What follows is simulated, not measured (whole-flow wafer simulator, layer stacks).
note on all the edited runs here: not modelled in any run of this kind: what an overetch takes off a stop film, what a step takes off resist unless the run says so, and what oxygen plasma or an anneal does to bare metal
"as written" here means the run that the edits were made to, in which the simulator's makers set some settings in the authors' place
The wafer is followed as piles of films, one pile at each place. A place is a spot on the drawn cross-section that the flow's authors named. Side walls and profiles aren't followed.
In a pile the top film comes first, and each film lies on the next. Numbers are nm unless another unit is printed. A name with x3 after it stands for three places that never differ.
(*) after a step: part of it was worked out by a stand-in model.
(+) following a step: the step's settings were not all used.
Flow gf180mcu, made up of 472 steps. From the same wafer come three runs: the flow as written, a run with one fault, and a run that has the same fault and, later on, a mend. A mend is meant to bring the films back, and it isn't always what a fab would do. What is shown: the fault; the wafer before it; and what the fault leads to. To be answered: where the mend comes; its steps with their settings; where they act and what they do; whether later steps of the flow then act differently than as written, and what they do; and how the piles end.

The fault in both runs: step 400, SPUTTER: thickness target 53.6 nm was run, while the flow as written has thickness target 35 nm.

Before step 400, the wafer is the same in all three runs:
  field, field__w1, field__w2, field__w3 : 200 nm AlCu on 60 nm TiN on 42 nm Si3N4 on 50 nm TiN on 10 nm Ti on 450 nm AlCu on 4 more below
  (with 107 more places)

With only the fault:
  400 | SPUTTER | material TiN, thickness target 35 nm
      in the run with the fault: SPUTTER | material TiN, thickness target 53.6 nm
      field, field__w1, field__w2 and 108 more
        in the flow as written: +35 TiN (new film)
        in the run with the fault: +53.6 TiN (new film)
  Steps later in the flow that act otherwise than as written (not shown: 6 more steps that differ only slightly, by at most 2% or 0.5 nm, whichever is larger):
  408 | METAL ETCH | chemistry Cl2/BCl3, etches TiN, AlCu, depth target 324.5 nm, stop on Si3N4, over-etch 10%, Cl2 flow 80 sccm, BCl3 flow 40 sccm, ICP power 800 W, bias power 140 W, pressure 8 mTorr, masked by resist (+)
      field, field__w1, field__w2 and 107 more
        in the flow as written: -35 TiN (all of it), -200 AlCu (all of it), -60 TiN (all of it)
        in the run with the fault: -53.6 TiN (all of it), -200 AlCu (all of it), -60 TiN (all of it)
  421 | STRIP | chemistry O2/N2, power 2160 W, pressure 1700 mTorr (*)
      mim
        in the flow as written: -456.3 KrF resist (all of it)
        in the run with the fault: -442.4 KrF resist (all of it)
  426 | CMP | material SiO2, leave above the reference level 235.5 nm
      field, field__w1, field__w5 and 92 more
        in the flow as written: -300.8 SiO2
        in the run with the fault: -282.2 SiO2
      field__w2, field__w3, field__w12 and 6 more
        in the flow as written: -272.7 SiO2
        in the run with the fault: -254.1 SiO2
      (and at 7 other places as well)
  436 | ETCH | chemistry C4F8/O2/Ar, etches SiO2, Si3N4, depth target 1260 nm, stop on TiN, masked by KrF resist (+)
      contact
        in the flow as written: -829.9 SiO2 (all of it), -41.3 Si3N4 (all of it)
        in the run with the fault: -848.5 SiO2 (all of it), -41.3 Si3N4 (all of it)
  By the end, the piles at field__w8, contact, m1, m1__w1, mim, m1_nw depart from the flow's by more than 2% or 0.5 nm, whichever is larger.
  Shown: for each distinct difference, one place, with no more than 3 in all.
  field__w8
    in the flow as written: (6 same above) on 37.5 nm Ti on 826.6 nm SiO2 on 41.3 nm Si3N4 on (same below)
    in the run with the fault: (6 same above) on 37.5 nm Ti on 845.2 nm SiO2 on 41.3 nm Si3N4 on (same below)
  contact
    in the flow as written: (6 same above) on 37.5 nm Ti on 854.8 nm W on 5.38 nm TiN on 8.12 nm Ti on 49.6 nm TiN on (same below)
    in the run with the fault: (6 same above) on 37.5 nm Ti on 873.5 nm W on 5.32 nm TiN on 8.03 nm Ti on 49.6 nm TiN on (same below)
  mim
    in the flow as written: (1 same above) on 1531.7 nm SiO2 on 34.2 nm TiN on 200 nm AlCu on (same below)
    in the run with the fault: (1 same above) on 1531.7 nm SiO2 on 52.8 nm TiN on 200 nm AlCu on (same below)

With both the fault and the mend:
  After step 407 comes the mend.
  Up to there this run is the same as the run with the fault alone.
  407a | STRIP | chemistry O2/N2, power 2160 W, pressure 1700 mTorr (*)
      mim
        -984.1 resist (all of it)
  407b | METAL ETCH | chemistry Cl2/BCl3, etches TiN, AlCu, Ti, depth target 18.6 nm, Cl2 flow 80 sccm, BCl3 flow 40 sccm, ICP power 800 W, bias power 140 W, pressure 8 mTorr (the flow's step 260, run once more with other settings)
      field, field__w1, field__w2 and 108 more
        -18.6 TiN
  407c | HMDS | 120 C, 60 s (the flow's step 402, run once more)
      alters no film at any place that is followed
  407d | COAT | resist, thickness 1000 nm (the flow's step 403, run once more)
      field, field__w1, field__w2 and 108 more
        +1000 resist (new film)
  407e | SOFTBAKE | resist (the flow's step 404, run once more)
      alters no film at any place that is followed
  407f | EXPOSE | photomask FuseTop (the flow's step 405, run once more)
      alters no film at any place that is followed
  407g | PEB | resist, 70.3 s (the flow's step 406, run once more)
      field, field__w1, field__w2 and 108 more
        -15.9 resist
  407h | DEVELOP | thickness 1000 nm, 60 s (the flow's step 407, run once more)
      field, field__w1, field__w2 and 107 more
        -984.1 resist (all of it)
  Every later step of the flow that is run acts as written at every place that is followed.
  By the end, the piles equal the flow's at every place that both follow.
